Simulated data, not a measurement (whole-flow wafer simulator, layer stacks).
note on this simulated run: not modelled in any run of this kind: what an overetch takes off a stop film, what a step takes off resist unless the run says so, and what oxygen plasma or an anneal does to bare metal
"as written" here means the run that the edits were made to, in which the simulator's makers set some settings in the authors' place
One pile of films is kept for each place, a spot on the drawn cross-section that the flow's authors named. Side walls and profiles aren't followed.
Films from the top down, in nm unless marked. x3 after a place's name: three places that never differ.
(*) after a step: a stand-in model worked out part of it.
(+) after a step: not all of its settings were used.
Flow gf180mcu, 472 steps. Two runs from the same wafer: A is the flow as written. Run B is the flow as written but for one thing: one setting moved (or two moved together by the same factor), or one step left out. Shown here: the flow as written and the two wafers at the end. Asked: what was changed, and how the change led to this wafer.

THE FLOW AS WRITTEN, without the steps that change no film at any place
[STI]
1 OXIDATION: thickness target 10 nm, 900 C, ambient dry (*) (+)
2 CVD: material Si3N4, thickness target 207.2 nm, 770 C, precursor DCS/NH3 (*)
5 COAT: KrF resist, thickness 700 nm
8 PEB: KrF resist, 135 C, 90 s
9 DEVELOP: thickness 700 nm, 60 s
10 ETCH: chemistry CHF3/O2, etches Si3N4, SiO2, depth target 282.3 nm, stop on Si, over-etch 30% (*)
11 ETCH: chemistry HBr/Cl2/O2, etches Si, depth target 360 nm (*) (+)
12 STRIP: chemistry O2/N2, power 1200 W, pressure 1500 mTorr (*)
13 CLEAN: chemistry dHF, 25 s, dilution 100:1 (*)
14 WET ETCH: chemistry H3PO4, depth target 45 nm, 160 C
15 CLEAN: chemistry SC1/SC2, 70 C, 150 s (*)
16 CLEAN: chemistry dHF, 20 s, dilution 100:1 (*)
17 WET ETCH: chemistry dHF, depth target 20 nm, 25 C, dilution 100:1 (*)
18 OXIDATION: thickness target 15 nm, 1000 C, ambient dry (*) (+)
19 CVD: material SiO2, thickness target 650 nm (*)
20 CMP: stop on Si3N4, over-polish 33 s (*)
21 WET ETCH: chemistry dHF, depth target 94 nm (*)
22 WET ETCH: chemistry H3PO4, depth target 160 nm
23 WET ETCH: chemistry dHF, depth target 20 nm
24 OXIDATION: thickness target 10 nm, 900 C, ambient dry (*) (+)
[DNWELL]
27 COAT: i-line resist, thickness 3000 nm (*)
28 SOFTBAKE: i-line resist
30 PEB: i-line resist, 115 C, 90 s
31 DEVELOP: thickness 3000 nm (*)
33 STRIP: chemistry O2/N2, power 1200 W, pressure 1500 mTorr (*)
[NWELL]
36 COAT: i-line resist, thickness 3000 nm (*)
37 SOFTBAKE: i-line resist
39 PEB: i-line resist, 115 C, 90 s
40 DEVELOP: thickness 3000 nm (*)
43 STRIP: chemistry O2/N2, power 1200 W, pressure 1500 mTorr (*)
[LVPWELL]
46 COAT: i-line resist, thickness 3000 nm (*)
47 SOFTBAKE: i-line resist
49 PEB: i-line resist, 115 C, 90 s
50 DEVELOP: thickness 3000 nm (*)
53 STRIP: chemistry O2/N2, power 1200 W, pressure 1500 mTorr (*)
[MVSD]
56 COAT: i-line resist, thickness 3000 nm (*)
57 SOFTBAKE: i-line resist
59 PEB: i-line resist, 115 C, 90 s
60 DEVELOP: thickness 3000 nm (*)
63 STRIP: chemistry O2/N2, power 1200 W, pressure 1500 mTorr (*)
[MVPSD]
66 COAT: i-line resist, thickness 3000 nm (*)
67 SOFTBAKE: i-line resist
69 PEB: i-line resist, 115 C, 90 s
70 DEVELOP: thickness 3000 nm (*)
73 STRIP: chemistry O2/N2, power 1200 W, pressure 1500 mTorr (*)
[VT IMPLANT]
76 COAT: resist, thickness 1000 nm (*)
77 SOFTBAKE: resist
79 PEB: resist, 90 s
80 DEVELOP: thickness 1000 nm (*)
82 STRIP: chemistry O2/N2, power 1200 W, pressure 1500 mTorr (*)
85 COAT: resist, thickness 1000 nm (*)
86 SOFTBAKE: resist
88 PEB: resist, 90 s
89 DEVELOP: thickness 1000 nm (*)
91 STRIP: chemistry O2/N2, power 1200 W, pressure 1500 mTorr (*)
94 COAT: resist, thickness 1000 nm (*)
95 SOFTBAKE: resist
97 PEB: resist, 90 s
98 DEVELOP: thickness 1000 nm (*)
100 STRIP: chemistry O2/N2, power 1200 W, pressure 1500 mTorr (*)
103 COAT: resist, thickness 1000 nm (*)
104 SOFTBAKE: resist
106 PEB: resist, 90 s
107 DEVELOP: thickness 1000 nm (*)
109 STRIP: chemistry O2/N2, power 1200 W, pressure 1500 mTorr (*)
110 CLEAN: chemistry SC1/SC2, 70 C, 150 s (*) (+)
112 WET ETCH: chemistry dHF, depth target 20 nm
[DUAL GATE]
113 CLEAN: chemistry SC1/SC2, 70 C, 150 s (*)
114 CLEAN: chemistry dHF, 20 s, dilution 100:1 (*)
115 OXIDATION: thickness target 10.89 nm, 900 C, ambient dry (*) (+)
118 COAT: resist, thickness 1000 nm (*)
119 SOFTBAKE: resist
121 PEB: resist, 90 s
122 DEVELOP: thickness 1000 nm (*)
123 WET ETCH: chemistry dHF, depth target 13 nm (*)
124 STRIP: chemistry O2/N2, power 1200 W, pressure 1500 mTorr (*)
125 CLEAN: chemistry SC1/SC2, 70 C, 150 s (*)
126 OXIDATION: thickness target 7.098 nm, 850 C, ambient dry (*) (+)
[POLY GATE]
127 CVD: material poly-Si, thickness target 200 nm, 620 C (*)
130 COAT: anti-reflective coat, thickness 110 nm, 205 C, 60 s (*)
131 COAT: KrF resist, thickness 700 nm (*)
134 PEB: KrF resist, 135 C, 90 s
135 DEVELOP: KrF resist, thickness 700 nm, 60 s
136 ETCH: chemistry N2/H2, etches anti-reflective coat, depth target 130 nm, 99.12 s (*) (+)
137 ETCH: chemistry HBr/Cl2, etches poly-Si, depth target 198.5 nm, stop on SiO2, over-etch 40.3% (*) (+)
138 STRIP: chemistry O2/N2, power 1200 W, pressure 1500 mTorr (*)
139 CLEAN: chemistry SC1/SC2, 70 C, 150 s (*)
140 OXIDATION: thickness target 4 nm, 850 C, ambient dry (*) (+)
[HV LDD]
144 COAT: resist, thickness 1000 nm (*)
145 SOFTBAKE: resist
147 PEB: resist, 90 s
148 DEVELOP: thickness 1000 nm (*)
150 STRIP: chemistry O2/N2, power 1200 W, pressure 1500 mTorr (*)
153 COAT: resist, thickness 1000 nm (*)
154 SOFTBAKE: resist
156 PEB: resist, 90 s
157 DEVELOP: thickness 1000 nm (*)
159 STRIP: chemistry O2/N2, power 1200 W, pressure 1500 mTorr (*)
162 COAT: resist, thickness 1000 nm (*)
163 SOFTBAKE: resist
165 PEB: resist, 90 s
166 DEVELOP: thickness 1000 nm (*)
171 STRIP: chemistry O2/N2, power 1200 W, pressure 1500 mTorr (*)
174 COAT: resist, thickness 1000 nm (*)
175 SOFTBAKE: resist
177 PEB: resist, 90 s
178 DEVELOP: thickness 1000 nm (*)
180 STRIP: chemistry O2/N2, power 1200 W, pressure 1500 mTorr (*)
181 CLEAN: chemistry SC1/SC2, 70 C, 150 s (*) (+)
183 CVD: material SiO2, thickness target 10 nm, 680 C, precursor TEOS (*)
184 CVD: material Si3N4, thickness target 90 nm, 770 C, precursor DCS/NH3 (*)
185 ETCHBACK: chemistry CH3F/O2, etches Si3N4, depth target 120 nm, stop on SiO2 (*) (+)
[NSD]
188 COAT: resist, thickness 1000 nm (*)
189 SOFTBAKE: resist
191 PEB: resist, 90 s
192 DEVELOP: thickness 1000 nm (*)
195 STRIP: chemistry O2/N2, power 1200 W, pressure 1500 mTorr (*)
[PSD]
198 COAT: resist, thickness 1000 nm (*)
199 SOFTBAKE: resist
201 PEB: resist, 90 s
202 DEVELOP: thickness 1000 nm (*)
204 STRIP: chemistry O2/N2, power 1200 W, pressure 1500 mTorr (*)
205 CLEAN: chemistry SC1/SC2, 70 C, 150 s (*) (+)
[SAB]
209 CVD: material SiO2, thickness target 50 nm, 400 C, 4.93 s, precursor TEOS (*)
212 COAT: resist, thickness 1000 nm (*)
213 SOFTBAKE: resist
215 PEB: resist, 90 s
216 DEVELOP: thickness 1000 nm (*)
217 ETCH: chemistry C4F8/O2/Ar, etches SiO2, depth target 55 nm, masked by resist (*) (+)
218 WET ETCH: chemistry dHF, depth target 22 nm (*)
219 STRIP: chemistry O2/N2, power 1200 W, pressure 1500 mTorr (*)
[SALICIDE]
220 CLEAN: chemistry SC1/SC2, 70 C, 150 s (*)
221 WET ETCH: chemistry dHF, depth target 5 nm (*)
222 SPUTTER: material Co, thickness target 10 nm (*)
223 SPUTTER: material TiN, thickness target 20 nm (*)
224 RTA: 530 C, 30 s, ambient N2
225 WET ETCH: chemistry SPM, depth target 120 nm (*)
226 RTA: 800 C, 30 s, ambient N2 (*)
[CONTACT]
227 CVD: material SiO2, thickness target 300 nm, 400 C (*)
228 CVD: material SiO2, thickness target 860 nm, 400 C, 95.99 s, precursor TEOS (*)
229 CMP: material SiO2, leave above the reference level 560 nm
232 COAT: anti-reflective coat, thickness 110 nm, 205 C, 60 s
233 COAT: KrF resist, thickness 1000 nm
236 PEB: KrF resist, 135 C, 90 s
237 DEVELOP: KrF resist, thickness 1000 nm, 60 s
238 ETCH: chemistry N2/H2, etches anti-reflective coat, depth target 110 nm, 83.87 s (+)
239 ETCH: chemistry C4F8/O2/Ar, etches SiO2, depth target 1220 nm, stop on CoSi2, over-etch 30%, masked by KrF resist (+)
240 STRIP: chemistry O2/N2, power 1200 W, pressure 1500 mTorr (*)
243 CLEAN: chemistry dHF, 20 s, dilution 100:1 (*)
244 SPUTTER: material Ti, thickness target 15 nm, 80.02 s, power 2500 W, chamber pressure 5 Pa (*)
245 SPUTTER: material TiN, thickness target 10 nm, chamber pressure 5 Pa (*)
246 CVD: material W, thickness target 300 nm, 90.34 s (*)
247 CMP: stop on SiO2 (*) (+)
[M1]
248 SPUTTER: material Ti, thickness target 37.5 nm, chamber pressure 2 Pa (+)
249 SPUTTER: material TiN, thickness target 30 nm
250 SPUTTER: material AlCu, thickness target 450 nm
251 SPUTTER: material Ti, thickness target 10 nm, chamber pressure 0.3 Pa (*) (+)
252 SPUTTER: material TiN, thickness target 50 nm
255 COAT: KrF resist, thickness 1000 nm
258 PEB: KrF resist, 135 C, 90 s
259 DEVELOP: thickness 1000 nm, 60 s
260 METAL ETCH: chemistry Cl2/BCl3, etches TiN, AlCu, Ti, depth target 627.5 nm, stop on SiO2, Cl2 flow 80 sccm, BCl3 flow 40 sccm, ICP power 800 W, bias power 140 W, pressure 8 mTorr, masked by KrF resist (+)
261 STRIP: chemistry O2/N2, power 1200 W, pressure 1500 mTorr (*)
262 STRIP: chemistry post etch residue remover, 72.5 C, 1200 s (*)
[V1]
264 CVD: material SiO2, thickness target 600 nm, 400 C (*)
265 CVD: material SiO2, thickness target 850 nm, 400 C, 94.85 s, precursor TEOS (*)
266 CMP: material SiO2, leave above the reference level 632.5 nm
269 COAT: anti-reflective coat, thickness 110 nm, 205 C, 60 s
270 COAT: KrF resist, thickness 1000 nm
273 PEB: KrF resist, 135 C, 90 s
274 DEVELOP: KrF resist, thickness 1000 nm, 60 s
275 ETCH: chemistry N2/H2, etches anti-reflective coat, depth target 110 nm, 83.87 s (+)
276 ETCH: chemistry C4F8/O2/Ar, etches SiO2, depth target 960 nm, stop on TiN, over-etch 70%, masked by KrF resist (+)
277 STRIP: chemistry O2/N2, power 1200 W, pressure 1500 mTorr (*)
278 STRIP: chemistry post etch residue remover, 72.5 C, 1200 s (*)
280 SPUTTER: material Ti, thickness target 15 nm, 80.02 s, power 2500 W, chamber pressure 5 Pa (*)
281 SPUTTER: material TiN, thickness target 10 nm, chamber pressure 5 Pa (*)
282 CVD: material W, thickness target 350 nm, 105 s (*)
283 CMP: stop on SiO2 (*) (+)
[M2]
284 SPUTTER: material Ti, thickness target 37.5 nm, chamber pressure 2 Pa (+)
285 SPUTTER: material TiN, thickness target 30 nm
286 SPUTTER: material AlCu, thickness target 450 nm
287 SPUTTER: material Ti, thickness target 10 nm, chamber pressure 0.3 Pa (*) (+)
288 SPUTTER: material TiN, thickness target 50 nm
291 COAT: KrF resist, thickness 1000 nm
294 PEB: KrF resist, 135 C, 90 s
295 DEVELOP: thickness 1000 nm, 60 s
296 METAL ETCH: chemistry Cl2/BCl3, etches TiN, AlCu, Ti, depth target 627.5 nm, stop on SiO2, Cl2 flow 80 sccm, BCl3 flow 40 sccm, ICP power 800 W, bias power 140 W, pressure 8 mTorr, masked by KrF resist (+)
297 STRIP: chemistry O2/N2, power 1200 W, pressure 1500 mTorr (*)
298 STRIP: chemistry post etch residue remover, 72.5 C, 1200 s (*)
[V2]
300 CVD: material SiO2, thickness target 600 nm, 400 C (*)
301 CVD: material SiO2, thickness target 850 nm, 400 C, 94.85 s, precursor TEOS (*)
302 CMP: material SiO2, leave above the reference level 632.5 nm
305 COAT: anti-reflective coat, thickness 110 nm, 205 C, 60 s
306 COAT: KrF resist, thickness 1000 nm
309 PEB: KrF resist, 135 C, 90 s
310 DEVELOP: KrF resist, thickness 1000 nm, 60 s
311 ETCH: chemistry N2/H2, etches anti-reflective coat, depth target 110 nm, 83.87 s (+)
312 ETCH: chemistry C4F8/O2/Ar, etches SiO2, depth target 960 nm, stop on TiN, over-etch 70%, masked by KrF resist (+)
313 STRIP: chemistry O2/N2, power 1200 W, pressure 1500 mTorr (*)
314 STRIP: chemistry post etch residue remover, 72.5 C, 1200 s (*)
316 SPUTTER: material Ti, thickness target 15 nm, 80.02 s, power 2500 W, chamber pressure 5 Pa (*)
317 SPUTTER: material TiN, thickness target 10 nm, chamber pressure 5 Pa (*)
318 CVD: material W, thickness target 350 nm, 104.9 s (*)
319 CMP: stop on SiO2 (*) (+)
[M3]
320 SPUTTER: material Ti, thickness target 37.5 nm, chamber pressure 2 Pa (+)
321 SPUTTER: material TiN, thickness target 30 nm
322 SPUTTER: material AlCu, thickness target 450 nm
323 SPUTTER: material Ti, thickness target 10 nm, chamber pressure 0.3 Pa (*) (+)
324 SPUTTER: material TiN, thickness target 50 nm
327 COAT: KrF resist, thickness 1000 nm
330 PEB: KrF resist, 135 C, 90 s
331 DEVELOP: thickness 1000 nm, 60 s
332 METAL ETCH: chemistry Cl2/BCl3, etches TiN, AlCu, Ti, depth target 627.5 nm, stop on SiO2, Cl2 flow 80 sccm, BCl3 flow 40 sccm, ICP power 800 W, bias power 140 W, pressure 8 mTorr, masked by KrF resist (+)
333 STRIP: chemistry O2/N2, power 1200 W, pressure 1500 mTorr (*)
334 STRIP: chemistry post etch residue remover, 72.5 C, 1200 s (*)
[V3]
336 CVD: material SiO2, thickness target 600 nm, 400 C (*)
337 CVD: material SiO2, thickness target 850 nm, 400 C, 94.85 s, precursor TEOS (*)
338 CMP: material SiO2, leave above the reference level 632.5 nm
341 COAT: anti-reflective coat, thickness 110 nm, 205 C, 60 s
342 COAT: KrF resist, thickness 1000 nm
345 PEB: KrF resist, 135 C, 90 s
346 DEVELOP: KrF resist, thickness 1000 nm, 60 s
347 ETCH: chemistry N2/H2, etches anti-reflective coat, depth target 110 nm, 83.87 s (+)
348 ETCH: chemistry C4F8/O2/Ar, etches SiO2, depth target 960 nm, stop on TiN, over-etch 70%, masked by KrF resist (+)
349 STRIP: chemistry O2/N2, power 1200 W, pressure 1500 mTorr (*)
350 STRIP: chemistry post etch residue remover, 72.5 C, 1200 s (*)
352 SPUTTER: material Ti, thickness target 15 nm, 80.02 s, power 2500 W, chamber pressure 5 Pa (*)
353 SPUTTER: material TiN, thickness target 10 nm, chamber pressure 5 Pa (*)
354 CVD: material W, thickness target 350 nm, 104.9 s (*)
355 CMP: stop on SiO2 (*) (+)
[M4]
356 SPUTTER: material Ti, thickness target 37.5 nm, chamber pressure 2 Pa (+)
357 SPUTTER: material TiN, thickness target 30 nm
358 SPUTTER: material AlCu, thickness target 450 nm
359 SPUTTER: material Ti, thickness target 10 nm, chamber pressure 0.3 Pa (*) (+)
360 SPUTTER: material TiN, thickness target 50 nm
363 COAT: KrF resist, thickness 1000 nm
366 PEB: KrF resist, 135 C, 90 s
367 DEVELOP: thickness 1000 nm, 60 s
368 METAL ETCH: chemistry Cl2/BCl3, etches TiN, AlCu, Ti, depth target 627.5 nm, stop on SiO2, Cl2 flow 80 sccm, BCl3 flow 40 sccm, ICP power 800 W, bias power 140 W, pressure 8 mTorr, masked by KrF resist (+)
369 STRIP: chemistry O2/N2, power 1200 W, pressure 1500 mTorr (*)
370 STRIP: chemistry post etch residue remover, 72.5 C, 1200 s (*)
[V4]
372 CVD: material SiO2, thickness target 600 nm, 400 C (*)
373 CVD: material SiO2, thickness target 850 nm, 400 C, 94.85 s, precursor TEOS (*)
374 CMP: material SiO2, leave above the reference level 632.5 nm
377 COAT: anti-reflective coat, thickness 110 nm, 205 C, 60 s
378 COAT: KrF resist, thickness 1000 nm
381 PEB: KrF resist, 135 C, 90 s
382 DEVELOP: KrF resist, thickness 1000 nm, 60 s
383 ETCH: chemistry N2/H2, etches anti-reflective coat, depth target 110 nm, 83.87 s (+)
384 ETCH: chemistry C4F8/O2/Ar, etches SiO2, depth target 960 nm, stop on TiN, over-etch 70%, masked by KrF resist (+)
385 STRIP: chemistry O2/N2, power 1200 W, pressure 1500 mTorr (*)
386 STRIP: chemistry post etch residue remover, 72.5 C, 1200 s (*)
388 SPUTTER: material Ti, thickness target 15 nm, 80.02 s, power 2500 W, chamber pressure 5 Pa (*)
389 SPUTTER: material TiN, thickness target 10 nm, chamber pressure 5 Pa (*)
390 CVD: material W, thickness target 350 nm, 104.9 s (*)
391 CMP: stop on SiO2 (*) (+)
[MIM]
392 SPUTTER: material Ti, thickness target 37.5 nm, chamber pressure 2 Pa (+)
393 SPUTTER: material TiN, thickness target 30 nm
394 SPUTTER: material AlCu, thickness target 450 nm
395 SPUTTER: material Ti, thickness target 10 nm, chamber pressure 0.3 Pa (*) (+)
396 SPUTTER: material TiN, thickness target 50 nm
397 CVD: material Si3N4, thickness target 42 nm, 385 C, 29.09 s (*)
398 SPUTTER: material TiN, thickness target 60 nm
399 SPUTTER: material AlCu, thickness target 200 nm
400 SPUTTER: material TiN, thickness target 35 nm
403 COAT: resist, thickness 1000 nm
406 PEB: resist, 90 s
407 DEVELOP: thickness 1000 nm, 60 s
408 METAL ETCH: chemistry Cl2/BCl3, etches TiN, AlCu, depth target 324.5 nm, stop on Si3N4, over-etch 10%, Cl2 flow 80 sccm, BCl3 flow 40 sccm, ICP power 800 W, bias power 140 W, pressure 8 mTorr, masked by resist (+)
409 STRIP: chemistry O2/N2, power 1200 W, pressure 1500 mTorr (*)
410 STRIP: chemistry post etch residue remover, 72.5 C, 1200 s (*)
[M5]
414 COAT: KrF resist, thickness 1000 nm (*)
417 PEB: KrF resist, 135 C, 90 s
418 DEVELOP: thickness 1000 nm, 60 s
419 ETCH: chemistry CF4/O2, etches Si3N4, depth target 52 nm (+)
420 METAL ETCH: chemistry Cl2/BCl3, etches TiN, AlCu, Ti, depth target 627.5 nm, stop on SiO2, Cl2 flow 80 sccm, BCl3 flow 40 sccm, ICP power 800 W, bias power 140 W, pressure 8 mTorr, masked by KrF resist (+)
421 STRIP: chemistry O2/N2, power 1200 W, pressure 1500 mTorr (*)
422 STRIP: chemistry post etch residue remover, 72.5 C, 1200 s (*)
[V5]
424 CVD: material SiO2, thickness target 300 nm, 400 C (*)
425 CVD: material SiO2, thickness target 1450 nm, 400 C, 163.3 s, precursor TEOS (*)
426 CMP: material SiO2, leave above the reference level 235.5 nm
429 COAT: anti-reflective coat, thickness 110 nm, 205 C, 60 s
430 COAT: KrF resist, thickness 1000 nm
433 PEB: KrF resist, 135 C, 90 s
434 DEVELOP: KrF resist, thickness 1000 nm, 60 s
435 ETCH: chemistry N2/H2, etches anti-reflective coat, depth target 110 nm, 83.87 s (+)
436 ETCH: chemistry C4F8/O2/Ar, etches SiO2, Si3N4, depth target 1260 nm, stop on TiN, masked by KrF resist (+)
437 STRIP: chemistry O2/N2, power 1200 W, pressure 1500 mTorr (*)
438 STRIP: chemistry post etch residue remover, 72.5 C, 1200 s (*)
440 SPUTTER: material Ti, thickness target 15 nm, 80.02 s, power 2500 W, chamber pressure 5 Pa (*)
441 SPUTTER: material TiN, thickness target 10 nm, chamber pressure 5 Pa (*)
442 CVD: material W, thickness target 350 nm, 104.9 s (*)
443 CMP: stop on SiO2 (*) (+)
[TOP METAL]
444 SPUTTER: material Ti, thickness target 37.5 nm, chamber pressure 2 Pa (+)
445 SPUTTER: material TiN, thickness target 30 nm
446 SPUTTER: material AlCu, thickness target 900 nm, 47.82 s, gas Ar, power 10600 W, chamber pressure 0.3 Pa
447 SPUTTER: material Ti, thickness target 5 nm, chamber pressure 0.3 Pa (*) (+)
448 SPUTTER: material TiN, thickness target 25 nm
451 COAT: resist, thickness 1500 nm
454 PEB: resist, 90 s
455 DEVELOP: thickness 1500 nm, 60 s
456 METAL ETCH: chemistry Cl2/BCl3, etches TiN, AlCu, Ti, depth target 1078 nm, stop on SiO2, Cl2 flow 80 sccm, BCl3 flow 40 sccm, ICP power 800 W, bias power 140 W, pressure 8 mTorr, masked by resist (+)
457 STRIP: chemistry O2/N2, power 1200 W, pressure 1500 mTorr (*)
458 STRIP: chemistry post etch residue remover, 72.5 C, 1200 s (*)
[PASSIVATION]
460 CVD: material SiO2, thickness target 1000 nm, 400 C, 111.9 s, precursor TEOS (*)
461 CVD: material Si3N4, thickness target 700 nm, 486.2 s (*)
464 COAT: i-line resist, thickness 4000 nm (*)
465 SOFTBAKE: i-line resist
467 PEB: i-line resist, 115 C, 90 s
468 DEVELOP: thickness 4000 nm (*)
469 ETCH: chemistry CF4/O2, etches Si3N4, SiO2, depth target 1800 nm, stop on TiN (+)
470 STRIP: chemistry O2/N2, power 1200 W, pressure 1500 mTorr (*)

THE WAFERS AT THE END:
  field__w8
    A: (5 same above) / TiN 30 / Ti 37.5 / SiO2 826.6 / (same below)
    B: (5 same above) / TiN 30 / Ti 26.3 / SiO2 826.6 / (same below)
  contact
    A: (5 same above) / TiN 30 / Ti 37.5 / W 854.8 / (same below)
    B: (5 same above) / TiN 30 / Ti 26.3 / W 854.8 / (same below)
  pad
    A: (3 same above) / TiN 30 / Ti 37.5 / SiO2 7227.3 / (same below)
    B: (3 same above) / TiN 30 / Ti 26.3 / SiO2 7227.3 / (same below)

The cause: step 444, SPUTTER: thickness target 26.3 nm was run, where the flow has thickness target 37.5 nm.
It can be read off the wafer: field__w8 has Ti 26.3, and step 444 as written asks for 37.5 nm.

How the change led to this, step by step:
  444 SPUTTER: material Ti, thickness target 37.5 nm, chamber pressure 2 Pa (+)
      field, field__w1, field__w2 and 109 more: A Ti +37.5 (new film) | B Ti +26.3 (new film)
  456 METAL ETCH: chemistry Cl2/BCl3, etches TiN, AlCu, Ti, depth target 1078 nm, stop on SiO2, Cl2 flow 80 sccm, BCl3 flow 40 sccm, ICP power 800 W, bias power 140 W, pressure 8 mTorr, masked by resist (+)
      field, field__w1, field__w2 and 103 more: A TiN -25 (all of it), Ti -5 (all of it), AlCu -900 (all of it), TiN -30 (all of it), Ti -37.5 (all of it) | B TiN -25 (all of it), Ti -5 (all of it), AlCu -900 (all of it), TiN -30 (all of it), Ti -26.3 (all of it)
